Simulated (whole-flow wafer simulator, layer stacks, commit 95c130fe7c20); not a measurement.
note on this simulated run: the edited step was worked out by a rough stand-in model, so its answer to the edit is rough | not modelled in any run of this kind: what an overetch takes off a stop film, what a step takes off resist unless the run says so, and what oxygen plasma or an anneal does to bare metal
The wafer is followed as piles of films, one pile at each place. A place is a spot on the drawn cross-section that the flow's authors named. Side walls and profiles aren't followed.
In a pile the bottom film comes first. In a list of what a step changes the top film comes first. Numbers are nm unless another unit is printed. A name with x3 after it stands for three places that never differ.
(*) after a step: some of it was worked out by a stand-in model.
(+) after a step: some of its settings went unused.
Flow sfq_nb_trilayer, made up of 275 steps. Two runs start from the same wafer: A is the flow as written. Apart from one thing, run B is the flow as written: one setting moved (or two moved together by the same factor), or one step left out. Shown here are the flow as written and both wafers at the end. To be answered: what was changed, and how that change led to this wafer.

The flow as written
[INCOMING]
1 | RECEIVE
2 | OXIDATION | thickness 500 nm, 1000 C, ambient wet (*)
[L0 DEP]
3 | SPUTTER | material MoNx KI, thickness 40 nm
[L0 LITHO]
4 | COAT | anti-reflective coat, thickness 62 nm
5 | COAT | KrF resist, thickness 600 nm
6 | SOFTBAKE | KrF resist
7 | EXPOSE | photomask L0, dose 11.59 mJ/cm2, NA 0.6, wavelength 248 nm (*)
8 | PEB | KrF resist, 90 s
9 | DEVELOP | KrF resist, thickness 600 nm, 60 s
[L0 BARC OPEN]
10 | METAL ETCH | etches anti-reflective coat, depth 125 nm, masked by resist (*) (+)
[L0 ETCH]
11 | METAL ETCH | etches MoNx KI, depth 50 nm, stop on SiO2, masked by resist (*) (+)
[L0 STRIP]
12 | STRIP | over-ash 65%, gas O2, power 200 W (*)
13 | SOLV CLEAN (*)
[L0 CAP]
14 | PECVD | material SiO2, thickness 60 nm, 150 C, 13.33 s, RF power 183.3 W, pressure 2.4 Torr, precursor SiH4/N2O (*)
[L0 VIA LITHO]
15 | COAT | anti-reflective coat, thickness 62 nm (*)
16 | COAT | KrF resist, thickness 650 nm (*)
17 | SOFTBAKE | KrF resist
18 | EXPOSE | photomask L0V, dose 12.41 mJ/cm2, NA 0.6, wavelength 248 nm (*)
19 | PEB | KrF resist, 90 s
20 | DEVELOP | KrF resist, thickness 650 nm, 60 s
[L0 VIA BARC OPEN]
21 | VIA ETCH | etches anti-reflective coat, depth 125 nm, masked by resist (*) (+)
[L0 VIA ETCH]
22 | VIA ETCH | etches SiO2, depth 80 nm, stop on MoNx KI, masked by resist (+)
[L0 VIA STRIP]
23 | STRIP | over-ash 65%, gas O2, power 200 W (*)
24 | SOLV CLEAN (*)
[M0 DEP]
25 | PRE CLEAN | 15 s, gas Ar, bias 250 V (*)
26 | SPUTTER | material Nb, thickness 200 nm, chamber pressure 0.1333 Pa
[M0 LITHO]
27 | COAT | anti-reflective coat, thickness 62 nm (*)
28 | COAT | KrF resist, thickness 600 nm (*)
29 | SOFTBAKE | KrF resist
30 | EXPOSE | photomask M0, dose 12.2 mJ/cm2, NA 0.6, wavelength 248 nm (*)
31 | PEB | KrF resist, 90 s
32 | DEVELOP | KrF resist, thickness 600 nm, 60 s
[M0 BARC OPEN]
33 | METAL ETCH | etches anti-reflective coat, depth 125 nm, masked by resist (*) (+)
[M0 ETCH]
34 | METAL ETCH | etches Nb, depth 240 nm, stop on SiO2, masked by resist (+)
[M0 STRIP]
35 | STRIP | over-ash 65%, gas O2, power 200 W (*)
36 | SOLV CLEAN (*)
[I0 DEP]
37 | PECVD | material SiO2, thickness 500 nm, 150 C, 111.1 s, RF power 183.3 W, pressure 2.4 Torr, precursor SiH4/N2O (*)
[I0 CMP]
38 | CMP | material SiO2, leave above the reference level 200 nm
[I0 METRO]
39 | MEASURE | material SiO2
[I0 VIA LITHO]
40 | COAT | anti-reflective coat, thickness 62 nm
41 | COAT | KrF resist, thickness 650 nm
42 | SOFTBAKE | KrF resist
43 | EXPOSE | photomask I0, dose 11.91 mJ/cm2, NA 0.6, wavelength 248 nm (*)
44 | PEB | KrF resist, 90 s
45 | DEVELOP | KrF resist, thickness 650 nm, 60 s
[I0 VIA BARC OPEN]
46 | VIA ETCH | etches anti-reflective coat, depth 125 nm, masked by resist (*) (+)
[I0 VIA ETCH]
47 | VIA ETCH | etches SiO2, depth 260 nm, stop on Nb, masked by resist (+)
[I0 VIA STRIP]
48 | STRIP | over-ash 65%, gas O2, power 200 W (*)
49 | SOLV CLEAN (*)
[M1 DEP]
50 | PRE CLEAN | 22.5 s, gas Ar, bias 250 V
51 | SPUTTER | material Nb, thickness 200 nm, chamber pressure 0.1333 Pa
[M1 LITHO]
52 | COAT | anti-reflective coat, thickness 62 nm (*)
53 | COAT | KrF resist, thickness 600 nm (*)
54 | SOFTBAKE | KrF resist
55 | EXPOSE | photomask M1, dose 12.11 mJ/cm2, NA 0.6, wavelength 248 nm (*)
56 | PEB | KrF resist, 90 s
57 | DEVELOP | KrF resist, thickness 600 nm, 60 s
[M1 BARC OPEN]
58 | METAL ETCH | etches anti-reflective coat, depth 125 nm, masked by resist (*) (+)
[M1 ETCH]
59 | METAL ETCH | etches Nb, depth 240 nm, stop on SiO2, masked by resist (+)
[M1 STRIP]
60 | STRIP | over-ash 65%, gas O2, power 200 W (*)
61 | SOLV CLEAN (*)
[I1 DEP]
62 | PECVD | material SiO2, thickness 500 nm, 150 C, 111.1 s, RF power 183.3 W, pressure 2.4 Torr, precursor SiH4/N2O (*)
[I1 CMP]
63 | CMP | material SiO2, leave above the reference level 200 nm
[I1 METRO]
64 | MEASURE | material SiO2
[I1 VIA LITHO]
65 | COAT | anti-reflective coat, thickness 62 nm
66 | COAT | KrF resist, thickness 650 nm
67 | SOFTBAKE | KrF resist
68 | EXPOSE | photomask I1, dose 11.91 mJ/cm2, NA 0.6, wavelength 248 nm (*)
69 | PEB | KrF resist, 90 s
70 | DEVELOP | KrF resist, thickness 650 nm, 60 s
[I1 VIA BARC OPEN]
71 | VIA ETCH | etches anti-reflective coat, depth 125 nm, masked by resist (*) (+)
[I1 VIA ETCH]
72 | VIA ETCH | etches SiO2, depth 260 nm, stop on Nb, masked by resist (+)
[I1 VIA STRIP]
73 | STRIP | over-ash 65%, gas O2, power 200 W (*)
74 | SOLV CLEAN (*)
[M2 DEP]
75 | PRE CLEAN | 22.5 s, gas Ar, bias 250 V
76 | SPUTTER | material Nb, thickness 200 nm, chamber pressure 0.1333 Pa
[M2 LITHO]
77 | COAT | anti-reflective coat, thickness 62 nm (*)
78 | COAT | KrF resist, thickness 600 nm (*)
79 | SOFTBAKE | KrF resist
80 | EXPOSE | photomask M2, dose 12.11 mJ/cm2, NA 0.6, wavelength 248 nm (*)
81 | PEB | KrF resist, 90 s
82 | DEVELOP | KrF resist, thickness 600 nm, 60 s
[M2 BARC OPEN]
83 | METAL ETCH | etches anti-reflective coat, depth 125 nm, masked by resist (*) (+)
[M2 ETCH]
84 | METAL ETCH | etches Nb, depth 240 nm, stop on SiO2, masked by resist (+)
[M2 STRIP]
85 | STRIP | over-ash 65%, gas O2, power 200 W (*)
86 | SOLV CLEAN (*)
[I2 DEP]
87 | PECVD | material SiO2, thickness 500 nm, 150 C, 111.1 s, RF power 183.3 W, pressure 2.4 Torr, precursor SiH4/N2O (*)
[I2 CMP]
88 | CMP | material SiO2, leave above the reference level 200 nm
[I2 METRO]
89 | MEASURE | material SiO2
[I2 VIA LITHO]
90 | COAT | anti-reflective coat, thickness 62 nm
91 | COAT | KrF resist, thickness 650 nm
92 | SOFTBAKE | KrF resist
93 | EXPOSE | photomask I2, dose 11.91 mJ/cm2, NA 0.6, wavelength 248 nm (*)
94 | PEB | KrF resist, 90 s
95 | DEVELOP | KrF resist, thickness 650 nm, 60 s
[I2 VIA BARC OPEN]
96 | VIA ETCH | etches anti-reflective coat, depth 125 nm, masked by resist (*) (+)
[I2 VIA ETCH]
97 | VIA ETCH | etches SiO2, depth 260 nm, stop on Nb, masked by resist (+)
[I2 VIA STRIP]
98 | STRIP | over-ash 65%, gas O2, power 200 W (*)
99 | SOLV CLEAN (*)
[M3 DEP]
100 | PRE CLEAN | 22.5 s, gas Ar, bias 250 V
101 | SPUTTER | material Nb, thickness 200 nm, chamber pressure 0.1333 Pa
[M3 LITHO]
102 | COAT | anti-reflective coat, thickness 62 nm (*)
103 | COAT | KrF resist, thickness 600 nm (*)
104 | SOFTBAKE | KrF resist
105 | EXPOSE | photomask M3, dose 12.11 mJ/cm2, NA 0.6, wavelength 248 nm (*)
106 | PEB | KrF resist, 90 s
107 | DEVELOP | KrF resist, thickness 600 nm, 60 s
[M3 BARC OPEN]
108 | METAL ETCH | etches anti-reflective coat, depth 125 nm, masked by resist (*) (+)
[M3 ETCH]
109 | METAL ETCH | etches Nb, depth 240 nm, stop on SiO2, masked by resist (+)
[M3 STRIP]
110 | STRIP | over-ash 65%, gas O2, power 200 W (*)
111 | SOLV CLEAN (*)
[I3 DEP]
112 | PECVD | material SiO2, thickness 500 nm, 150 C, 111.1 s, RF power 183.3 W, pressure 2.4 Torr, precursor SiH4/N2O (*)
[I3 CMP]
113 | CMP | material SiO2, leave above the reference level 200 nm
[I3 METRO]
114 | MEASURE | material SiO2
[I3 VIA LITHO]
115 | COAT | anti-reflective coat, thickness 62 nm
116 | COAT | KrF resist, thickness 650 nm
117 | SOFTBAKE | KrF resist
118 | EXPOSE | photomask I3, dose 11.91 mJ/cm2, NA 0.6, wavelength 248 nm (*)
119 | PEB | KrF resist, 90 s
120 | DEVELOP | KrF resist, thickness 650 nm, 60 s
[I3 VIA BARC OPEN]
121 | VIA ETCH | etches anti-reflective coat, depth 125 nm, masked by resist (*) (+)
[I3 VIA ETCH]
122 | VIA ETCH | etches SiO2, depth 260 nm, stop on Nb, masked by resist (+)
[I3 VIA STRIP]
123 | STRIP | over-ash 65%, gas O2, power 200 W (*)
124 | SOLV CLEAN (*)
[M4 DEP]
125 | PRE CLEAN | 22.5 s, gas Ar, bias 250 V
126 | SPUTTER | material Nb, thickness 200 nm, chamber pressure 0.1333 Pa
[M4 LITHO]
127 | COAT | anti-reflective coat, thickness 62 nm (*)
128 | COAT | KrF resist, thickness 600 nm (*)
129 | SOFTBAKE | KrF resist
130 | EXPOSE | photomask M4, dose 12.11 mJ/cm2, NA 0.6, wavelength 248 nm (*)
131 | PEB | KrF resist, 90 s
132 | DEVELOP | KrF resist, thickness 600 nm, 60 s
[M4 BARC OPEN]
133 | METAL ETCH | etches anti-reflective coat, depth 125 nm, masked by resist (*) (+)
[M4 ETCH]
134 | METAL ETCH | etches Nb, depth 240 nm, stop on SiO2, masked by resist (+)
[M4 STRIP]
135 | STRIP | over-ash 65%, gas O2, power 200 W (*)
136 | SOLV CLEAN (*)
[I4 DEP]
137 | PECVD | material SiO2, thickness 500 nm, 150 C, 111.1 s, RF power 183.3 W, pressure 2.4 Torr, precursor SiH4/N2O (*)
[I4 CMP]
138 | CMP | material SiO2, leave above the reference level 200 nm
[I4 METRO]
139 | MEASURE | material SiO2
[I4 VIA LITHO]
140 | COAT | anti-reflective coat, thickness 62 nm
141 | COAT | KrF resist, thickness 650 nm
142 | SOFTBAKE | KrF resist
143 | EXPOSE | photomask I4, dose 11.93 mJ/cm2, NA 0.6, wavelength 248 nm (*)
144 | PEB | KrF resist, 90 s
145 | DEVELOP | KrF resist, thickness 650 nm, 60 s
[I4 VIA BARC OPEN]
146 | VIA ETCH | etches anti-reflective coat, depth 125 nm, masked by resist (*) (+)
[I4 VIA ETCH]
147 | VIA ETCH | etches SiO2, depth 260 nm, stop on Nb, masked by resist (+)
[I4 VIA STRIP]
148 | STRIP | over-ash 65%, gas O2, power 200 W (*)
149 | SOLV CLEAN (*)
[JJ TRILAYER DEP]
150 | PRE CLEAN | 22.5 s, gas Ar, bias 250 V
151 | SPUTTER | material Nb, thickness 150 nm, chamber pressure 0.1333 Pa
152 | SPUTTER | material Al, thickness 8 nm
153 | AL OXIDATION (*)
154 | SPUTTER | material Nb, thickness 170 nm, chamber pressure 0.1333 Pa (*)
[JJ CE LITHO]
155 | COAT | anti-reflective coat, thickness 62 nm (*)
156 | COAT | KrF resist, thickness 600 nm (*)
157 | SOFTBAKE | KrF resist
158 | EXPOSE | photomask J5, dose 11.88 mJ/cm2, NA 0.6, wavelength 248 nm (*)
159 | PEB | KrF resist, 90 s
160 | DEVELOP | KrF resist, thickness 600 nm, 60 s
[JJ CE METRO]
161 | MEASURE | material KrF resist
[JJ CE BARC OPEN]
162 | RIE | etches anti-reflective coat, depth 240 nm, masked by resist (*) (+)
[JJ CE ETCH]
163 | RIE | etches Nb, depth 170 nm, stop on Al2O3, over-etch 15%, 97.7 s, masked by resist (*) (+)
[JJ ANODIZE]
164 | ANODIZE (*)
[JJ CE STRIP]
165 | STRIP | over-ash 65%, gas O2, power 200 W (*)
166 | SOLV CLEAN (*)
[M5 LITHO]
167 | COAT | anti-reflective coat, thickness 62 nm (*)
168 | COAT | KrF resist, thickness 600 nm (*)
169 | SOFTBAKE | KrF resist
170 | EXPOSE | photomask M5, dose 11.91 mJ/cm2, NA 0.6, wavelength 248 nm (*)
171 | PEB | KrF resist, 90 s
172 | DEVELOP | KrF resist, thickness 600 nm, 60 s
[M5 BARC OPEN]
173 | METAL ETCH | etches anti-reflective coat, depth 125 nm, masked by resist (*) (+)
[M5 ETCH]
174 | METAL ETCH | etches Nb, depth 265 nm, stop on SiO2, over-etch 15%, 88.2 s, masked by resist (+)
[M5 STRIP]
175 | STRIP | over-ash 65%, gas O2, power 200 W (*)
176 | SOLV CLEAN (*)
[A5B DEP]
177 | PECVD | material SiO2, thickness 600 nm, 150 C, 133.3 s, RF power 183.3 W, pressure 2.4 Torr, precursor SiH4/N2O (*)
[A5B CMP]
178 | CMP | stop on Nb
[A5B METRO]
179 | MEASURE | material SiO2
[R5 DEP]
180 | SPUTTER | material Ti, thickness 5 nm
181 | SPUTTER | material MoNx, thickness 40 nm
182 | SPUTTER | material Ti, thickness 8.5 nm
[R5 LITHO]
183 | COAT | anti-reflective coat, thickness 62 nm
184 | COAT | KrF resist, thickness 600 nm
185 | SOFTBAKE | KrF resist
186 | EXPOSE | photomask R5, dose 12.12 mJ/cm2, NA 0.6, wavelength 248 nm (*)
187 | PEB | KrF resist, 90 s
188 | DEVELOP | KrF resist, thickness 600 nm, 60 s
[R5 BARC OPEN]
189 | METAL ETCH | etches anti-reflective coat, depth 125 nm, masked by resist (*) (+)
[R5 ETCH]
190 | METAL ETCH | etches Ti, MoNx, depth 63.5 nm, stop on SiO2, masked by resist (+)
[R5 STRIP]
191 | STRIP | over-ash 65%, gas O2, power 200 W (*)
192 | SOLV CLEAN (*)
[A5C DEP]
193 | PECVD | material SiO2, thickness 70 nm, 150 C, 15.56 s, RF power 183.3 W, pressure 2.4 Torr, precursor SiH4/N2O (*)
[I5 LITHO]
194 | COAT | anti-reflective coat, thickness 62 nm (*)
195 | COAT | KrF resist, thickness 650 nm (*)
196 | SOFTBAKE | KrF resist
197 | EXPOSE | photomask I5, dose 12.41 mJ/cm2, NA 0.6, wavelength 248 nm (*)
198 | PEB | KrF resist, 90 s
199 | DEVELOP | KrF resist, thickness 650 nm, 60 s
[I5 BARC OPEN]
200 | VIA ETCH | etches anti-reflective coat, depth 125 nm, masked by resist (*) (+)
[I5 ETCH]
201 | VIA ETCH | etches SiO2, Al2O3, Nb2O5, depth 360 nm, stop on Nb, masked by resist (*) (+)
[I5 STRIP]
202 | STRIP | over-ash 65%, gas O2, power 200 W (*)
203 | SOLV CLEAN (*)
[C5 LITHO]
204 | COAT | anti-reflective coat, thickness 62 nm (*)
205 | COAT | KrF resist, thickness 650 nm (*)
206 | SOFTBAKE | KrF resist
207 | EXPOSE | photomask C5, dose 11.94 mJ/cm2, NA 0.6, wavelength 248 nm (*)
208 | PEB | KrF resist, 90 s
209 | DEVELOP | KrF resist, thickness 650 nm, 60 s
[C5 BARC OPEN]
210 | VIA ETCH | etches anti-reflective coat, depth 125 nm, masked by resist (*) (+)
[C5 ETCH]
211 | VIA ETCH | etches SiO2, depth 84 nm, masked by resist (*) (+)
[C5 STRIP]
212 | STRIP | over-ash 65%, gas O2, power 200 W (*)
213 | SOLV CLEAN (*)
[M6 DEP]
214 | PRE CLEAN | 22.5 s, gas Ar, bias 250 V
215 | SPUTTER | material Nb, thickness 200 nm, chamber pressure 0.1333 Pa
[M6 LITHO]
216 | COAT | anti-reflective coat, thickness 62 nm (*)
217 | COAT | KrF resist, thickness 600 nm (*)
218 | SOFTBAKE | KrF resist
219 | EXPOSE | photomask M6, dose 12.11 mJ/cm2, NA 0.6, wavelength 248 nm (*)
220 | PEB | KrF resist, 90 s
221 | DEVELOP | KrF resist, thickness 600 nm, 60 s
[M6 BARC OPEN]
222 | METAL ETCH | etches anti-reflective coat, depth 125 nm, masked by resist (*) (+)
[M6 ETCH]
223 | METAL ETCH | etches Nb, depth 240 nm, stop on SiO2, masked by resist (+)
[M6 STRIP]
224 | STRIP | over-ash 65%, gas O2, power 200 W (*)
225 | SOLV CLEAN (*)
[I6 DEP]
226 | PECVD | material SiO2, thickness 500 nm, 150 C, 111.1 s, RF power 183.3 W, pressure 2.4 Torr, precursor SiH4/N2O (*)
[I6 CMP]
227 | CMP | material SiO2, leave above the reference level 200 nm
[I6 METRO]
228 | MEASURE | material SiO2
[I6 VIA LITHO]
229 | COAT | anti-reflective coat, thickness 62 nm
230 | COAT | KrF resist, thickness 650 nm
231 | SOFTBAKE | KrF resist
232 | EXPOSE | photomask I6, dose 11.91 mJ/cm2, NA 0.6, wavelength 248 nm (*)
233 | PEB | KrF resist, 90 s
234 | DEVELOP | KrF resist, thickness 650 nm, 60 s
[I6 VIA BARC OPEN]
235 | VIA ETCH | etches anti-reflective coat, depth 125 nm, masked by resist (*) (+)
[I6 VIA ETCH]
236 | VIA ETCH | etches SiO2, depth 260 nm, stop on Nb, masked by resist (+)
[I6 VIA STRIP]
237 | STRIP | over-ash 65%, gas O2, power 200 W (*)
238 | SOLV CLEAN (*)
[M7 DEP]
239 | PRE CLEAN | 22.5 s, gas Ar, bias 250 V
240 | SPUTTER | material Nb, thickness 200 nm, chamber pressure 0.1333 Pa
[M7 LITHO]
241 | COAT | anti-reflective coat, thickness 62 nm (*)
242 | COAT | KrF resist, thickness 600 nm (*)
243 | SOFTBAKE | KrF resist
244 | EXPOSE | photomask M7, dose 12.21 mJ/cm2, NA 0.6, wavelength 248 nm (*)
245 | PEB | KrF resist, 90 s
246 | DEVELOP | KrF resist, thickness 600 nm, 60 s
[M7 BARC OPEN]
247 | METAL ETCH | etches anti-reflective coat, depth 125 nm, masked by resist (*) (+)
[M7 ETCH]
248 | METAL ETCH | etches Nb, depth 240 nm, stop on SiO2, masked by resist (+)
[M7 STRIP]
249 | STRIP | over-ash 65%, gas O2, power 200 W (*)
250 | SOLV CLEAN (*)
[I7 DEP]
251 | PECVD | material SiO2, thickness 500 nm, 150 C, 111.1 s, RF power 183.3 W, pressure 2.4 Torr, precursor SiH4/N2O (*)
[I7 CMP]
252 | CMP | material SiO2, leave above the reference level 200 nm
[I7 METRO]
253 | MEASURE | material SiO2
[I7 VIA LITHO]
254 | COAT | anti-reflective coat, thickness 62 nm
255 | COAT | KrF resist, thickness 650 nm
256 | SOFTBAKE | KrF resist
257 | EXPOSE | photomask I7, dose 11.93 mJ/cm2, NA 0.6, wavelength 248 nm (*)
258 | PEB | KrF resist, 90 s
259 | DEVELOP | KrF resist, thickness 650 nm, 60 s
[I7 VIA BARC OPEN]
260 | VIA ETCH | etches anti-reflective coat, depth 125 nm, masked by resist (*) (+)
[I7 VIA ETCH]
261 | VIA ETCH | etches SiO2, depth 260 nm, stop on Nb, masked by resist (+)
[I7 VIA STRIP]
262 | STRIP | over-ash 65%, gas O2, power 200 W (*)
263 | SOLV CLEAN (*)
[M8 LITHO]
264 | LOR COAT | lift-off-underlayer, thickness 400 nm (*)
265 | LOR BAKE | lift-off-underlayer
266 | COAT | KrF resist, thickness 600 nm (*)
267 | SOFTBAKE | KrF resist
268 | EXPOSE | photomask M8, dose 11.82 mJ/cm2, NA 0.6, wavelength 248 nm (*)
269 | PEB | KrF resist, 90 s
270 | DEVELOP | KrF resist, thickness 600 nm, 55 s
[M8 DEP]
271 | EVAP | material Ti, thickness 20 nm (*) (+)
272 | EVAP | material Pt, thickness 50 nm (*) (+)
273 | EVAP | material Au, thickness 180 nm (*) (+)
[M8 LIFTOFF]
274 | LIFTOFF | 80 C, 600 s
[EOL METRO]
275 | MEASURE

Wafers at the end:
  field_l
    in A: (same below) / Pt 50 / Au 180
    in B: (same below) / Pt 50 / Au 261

The reason: step 273, EVAP: thickness 261 nm was run, though the flow has thickness 180 nm.
One can read it off the wafer: field_l has Au 261, and step 273 as written asks for 180 nm.

How this came from the change, step by step:
  273 | EVAP | material Au, thickness 180 nm (*) (+)
      field_l, v_sur, via_wl and 103 more: A +180 Au (new film) | B +261 Au (new film)
  274 | LIFTOFF | 80 C, 600 s
      p4_fl x3, p4_w1 x9, p4_g1 x2 and 60 more: A -180 Au (all of it), -50 Pt (all of it), -20 Ti (all of it), -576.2 KrF resist (all of it), -400 lift-off-underlayer (all of it) | B -261 Au (all of it), -50 Pt (all of it), -20 Ti (all of it), -576.2 KrF resist (all of it), -400 lift-off-underlayer (all of it)
      c5j, ce_r: A -180 Au (all of it), -50 Pt (all of it), -20 Ti (all of it), -573.3 KrF resist (all of it), -399.3 lift-off-underlayer (all of it) | B -261 Au (all of it), -50 Pt (all of it), -20 Ti (all of it), -573.3 KrF resist (all of it), -399.3 lift-off-underlayer (all of it)
      (also at 19 further places)
